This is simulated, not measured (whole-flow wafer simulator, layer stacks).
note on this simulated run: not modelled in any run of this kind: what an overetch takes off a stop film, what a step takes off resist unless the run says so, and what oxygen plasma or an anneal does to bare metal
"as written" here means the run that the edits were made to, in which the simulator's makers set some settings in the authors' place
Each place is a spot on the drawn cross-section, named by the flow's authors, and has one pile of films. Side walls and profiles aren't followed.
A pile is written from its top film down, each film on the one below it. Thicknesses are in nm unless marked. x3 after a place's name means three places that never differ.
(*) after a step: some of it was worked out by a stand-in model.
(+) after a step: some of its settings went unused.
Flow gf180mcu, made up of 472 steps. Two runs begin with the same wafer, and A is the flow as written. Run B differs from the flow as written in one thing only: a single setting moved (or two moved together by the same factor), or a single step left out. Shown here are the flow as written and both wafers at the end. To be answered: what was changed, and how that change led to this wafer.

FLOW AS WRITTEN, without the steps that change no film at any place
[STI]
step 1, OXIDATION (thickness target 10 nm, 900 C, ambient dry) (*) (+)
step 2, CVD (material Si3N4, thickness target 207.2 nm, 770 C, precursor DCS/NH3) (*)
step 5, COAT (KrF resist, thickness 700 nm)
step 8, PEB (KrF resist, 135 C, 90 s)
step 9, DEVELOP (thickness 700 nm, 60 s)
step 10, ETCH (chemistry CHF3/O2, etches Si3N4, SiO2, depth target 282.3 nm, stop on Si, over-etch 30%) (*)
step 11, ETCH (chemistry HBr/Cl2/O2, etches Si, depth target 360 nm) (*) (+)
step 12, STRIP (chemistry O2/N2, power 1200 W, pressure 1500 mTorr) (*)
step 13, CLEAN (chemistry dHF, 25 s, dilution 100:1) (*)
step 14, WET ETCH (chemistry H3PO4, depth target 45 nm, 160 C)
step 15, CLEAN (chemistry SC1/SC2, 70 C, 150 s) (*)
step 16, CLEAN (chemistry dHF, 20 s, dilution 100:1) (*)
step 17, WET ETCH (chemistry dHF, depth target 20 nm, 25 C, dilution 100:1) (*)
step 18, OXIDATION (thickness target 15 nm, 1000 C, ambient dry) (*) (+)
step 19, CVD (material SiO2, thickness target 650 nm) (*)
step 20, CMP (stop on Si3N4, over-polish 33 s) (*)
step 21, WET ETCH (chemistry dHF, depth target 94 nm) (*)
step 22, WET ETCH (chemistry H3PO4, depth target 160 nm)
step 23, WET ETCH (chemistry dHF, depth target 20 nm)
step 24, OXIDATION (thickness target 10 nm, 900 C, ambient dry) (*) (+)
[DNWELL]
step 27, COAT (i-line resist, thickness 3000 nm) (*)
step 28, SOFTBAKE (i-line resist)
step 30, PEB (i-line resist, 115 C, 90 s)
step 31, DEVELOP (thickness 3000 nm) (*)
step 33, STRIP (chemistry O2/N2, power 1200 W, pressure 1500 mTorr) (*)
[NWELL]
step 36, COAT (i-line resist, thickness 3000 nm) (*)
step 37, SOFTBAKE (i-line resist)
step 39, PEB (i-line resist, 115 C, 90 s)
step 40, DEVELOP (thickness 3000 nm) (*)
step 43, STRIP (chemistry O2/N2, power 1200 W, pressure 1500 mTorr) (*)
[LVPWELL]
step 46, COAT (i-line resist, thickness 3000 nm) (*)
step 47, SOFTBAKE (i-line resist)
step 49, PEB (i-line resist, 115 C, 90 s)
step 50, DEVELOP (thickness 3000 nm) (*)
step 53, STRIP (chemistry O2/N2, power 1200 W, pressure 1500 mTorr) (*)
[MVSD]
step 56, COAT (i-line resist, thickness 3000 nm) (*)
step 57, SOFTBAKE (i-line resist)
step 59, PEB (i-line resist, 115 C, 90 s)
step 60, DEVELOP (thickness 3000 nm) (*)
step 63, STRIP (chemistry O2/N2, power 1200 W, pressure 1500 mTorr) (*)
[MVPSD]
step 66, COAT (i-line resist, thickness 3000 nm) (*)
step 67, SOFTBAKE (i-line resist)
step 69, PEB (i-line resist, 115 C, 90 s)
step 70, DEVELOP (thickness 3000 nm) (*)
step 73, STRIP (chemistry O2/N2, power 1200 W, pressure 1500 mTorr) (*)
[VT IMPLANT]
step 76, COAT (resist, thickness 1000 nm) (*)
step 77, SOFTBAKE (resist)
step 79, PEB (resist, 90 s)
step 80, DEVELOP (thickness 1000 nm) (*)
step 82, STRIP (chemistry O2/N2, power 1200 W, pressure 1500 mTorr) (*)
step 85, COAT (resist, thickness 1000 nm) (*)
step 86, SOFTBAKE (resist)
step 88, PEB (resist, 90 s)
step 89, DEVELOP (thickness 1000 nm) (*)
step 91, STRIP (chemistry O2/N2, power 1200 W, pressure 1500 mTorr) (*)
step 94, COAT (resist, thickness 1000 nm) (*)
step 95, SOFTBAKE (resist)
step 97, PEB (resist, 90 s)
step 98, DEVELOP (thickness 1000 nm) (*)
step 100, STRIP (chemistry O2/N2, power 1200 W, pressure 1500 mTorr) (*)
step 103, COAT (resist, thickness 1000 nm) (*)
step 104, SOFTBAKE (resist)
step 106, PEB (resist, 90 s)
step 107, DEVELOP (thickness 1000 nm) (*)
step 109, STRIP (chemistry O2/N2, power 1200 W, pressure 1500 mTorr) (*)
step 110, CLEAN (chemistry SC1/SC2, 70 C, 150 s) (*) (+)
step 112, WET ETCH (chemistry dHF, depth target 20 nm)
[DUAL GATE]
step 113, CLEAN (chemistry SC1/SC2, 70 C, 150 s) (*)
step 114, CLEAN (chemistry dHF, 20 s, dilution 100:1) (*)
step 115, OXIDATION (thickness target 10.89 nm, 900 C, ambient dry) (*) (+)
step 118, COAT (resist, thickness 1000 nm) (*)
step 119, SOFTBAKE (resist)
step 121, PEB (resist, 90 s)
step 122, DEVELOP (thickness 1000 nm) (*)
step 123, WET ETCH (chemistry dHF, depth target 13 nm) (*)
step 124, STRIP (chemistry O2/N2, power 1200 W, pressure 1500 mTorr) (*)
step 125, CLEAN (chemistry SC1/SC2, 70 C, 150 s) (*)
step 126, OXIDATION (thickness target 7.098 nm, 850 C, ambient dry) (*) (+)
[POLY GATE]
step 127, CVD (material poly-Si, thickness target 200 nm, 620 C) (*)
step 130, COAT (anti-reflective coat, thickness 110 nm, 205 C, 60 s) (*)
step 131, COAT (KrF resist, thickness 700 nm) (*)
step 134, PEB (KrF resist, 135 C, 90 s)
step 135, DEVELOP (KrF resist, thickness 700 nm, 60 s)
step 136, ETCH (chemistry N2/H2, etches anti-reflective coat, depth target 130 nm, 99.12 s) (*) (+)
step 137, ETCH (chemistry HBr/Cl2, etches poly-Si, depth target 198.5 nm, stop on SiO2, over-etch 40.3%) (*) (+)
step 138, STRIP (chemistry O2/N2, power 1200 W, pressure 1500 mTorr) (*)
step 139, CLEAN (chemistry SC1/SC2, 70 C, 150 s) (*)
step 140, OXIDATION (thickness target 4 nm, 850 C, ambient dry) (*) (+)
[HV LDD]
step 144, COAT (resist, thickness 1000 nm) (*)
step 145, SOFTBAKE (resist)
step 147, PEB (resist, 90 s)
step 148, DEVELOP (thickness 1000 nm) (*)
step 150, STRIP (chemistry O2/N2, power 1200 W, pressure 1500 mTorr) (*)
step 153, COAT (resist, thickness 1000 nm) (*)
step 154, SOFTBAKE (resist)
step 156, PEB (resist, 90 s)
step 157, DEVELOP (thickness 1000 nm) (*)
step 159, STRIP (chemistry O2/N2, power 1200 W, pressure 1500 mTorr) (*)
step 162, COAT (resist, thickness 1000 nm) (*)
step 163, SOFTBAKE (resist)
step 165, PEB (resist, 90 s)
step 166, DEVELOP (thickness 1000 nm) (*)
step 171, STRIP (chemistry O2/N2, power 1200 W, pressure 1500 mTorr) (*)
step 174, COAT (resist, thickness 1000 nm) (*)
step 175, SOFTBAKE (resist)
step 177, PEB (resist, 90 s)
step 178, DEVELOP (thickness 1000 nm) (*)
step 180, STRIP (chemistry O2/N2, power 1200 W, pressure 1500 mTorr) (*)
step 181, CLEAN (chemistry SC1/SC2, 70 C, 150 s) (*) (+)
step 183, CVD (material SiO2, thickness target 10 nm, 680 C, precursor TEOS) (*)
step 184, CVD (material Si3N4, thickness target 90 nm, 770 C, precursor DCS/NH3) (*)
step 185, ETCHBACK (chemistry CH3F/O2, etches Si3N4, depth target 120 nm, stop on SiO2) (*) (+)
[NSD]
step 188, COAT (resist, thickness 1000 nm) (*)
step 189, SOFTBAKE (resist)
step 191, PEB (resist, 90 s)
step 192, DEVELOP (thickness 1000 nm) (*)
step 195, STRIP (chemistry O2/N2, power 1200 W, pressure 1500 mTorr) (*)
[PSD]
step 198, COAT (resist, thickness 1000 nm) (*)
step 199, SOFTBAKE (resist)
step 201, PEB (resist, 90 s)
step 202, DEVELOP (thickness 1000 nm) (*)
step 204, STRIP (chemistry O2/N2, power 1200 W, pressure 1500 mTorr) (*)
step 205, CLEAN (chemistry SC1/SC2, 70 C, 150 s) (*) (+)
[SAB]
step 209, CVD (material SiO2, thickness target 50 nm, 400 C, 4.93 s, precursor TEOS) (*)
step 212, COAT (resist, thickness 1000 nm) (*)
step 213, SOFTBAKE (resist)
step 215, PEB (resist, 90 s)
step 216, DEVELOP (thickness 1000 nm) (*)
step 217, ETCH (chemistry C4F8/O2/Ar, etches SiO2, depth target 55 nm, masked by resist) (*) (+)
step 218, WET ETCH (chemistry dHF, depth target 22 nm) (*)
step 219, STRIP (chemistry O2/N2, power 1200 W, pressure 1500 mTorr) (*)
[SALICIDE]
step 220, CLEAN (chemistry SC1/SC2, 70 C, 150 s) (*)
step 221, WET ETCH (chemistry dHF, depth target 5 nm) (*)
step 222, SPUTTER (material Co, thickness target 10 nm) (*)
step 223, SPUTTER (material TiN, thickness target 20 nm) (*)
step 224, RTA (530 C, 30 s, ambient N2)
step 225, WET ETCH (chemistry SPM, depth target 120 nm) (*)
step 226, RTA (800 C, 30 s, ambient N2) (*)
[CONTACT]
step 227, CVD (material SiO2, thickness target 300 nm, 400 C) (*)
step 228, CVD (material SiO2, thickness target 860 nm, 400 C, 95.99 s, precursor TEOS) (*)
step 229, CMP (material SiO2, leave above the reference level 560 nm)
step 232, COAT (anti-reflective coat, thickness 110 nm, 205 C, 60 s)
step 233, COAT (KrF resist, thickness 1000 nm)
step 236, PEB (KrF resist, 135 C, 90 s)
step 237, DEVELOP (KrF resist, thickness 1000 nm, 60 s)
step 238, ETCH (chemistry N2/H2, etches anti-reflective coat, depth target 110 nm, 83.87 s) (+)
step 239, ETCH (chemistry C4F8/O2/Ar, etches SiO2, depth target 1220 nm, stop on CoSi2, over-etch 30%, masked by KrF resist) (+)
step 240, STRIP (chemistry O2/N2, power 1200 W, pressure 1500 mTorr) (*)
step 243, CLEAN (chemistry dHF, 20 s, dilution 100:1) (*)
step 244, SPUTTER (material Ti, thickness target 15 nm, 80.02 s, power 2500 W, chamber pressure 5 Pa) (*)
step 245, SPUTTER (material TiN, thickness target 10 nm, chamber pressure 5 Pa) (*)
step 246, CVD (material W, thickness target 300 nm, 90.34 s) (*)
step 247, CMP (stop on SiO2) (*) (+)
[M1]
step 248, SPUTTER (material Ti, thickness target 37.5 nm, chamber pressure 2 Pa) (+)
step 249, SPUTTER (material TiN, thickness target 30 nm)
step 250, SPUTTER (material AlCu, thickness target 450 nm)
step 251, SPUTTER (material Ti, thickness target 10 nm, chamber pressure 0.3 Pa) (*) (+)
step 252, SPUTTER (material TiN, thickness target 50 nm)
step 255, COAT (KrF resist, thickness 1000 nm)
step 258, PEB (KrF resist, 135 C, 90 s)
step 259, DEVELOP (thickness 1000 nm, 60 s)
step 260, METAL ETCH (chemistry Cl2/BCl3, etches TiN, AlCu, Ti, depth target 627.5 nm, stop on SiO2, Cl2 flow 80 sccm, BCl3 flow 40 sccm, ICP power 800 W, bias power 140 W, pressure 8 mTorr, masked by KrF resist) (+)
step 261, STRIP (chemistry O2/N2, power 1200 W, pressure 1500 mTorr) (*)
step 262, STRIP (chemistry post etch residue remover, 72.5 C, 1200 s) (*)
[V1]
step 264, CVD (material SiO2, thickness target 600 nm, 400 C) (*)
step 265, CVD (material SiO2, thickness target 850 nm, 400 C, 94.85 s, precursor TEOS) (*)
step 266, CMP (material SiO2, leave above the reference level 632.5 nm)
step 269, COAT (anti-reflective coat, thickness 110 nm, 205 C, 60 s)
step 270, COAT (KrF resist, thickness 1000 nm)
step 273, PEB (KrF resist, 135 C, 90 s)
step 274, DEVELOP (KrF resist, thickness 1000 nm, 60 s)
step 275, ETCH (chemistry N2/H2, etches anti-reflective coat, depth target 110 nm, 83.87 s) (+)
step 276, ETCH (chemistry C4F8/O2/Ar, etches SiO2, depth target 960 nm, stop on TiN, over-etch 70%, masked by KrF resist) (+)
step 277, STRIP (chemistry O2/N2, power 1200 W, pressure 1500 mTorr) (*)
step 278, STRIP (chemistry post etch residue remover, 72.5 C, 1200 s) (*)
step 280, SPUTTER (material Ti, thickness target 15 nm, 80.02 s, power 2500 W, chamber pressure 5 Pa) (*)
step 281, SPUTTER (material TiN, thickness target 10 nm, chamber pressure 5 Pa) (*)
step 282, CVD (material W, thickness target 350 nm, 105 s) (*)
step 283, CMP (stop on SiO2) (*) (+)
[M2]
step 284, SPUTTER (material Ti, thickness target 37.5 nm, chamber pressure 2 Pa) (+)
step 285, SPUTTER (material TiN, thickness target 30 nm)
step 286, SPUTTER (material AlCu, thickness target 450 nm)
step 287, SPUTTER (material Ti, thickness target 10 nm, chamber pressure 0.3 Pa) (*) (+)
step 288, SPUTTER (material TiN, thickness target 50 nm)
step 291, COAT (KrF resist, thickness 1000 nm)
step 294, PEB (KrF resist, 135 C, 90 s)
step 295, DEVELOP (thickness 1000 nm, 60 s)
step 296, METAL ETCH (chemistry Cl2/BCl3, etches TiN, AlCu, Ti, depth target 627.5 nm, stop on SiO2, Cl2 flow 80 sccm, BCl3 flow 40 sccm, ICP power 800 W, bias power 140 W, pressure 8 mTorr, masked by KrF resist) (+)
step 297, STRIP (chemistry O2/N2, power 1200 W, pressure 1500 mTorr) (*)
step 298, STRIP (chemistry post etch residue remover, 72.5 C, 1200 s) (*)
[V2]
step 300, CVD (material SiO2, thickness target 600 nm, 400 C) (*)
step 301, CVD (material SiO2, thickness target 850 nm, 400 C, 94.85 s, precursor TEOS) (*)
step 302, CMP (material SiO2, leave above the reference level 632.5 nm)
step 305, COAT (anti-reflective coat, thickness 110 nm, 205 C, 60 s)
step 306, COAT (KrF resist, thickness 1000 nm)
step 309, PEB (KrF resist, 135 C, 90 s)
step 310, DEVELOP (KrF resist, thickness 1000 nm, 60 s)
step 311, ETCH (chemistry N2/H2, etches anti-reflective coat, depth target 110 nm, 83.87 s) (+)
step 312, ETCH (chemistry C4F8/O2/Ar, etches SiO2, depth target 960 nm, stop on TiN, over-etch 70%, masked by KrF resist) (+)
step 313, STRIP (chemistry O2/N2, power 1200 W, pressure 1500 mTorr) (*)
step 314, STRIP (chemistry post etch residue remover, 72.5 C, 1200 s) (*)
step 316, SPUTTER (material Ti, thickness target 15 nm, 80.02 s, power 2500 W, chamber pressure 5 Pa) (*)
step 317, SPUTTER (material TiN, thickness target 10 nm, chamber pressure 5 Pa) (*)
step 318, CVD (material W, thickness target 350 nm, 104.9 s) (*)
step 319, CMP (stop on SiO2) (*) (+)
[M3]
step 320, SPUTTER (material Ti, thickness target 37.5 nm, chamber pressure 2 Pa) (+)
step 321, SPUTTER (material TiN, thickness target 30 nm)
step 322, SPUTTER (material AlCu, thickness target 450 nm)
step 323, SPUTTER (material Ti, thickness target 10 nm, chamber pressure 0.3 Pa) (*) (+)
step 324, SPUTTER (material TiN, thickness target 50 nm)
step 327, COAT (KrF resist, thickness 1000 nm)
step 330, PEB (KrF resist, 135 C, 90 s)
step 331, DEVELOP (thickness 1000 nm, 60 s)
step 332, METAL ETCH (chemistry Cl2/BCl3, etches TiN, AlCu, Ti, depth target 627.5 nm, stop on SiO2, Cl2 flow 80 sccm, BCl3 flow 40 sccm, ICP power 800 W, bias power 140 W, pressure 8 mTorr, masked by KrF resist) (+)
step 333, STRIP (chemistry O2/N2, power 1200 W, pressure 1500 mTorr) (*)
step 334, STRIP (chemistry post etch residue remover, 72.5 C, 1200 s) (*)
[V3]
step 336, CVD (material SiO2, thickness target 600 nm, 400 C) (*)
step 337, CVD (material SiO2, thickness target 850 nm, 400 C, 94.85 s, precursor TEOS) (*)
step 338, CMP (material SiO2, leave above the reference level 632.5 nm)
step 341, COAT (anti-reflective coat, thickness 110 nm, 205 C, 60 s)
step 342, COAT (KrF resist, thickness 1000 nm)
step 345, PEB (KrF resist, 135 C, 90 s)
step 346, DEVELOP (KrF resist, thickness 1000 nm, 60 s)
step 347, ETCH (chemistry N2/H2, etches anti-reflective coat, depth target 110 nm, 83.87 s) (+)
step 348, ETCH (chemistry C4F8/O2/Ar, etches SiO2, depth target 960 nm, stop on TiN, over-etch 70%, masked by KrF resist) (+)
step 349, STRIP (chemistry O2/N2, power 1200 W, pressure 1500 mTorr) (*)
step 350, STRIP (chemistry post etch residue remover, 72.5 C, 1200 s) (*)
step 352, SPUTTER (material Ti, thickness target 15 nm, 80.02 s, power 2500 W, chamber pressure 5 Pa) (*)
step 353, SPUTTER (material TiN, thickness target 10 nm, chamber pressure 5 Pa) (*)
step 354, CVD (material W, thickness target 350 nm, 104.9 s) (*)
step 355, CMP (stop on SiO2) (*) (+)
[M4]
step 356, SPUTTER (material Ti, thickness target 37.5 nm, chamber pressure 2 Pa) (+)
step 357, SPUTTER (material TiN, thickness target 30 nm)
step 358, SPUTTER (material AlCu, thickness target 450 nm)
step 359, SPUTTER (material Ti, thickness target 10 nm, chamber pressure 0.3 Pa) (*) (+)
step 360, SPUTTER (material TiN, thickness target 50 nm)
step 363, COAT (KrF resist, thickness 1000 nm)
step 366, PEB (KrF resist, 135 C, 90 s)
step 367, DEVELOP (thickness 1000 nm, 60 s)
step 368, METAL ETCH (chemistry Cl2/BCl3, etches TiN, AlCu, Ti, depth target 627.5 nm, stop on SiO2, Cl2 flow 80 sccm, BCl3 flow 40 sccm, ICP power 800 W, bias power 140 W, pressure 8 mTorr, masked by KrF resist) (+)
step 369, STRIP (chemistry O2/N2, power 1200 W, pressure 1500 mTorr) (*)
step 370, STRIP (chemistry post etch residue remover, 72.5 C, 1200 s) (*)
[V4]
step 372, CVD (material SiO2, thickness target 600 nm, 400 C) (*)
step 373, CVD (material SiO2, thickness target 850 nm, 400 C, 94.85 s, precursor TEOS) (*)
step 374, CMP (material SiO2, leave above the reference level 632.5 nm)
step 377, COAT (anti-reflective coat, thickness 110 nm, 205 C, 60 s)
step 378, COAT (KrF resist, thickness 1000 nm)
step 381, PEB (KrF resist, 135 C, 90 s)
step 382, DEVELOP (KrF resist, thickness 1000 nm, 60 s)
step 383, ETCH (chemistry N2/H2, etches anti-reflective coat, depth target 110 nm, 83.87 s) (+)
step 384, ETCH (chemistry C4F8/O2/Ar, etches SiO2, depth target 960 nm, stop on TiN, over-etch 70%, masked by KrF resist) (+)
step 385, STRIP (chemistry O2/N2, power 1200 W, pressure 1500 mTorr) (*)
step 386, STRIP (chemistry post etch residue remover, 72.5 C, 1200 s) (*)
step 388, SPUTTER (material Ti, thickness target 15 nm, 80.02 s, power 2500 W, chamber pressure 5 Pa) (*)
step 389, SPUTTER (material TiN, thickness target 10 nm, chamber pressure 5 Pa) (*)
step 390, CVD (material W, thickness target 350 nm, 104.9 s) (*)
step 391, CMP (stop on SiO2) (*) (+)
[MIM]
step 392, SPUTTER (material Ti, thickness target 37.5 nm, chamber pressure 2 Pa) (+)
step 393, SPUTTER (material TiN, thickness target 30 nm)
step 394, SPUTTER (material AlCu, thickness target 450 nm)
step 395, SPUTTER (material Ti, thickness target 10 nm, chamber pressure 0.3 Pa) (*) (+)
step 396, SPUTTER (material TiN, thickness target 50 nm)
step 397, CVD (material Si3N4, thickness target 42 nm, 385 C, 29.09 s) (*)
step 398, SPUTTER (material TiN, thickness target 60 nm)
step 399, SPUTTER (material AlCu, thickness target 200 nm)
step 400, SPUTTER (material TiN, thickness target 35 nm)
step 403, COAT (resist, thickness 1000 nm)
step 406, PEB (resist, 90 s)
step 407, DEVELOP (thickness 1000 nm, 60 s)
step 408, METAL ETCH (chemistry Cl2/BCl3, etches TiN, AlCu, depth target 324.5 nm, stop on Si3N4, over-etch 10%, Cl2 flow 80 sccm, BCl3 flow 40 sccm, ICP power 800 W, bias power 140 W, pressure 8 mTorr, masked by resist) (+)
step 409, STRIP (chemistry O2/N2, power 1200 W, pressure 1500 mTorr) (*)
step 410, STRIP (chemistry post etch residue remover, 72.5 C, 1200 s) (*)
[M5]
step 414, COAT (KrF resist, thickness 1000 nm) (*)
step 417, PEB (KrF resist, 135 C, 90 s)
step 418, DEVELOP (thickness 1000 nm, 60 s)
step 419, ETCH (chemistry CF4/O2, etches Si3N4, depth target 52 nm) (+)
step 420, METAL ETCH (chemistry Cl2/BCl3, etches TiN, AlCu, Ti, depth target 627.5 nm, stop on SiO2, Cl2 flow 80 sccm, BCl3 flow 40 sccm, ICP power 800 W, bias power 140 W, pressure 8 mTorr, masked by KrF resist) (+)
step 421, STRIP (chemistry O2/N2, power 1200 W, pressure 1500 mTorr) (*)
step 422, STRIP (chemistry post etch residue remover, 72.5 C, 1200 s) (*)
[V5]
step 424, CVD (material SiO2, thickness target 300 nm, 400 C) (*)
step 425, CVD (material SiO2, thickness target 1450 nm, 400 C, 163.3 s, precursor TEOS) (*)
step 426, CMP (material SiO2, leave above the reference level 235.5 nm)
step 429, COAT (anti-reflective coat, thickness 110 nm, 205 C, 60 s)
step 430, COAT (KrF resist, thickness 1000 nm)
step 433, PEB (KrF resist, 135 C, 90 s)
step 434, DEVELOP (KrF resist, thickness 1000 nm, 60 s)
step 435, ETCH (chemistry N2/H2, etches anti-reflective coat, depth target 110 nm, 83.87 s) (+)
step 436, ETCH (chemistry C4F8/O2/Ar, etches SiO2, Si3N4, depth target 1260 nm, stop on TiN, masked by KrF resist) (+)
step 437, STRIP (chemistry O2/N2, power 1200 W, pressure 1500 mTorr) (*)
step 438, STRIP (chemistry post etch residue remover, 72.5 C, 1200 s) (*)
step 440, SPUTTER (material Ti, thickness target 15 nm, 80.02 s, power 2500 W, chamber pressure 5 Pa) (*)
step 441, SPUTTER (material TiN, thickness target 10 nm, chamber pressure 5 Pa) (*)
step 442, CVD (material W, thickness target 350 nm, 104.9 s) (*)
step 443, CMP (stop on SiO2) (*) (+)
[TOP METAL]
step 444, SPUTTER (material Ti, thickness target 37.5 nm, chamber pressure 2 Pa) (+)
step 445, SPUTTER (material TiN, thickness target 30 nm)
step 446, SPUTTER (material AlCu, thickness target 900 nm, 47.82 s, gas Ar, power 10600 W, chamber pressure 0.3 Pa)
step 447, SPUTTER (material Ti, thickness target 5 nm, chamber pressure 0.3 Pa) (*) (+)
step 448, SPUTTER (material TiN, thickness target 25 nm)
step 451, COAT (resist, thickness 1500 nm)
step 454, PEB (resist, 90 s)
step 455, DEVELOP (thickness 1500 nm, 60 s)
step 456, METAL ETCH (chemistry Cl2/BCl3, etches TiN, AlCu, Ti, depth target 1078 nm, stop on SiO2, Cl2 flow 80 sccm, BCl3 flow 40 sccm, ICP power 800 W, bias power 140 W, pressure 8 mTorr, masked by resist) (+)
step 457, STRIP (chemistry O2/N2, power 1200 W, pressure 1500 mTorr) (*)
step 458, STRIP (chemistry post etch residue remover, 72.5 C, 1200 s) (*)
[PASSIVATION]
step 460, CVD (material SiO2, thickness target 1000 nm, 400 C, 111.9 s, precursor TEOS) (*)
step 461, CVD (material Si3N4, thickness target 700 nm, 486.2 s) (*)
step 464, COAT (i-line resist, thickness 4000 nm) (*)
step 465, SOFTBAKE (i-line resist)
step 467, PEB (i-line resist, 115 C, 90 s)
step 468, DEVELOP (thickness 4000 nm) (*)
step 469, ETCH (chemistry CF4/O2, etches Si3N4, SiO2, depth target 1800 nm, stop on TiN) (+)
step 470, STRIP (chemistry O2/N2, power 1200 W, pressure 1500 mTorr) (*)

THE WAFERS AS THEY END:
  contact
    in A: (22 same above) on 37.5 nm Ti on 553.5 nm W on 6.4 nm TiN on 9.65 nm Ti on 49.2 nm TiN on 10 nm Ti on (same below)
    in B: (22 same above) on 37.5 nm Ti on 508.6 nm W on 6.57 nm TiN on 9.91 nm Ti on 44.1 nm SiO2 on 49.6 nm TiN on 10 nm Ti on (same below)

What caused this: step 348, ETCH: depth target 528 nm was run, while the flow as written has depth target 960 nm.

Step by step, how the change led to this:
  step 348, ETCH (chemistry C4F8/O2/Ar, etches SiO2, depth target 960 nm, stop on TiN, over-etch 70%, masked by KrF resist) (+)
      contact: A SiO2 loses 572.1 (all of it) | B SiO2 loses 528
      field, field__w1, field__w2 and 107 more: A KrF resist loses 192 | B KrF resist loses 105.6
  step 349, STRIP (chemistry O2/N2, power 1200 W, pressure 1500 mTorr) (*)
      field, field__w1, field__w2 and 107 more: A KrF resist loses 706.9 (all of it), anti-reflective coat loses 110 (all of it) | B KrF resist loses 793.3 (all of it), anti-reflective coat loses 110 (all of it)
  step 354, CVD (material W, thickness target 350 nm, 104.9 s) (*)
      contact: A W gains 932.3 (new film) | B W gains 887.4 (new film)
If metal films that touch count as one body, contact has 2 bodies (between them, from the top down: SiO2 44.1); the flow as written gives 1 body.
